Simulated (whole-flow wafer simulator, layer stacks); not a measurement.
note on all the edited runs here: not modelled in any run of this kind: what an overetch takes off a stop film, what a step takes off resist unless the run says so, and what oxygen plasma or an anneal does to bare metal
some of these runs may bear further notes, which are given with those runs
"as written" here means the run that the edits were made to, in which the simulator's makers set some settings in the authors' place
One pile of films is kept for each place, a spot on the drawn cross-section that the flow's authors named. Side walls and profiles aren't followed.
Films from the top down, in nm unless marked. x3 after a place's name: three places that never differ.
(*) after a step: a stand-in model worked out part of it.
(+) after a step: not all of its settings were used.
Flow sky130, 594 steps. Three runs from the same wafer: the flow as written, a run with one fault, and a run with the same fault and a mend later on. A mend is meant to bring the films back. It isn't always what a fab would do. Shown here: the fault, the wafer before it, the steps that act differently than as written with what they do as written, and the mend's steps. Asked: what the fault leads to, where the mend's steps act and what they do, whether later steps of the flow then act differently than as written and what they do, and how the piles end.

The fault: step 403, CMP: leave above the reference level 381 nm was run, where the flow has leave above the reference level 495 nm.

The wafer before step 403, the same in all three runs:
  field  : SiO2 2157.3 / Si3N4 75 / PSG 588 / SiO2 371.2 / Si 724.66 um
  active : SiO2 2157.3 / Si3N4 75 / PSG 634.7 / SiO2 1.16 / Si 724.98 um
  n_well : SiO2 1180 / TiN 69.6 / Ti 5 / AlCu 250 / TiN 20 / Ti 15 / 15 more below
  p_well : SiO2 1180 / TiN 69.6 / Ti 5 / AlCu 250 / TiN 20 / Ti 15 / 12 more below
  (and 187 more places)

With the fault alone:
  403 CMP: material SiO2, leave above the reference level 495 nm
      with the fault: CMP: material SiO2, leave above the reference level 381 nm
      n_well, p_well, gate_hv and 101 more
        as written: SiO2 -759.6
        with the fault: SiO2 -873.6
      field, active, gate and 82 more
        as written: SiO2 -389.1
        with the fault: SiO2 -503.1
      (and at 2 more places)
  Later steps of the flow that act differently than as written:
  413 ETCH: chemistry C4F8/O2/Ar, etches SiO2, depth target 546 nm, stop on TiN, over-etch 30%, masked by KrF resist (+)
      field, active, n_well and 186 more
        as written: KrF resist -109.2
        with the fault: KrF resist -79.6
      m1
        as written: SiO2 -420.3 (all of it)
        with the fault: SiO2 -306.3 (all of it)
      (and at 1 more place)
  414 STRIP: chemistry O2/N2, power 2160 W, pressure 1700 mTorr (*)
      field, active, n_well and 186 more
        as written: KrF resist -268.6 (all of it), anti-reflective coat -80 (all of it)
        with the fault: KrF resist -298.2 (all of it), anti-reflective coat -80 (all of it)
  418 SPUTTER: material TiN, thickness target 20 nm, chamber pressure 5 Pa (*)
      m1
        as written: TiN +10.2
        with the fault: TiN +11.8
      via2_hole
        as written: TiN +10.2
        with the fault: TiN +11.7
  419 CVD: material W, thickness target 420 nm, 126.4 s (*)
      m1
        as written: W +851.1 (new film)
        with the fault: W +735.5 (new film)
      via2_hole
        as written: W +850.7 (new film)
        with the fault: W +735.1 (new film)
  At the end the piles differ from the flow's by more than 2% or 0.5 nm, whichever is larger, at field, active, n_well and 190 more.
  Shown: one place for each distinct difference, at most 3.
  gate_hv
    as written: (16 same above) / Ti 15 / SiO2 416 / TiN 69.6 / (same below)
    with the fault: (16 same above) / Ti 15 / SiO2 302 / TiN 69.6 / (same below)
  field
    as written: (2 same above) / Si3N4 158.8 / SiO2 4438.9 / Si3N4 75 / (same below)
    with the fault: (2 same above) / Si3N4 158.8 / SiO2 4324.9 / Si3N4 75 / (same below)
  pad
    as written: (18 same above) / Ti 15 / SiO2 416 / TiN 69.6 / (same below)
    with the fault: (18 same above) / Ti 15 / SiO2 302 / TiN 69.6 / (same below)

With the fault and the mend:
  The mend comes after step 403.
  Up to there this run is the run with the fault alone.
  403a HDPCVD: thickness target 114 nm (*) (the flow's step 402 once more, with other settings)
      field, active, n_well and 188 more
        SiO2 +114
  No later step of the flow acts differently than as written, at any place that is followed, by more than 2% or 0.5 nm, whichever is larger.
  At the end the piles are the same as the flow's at every place that both follow.
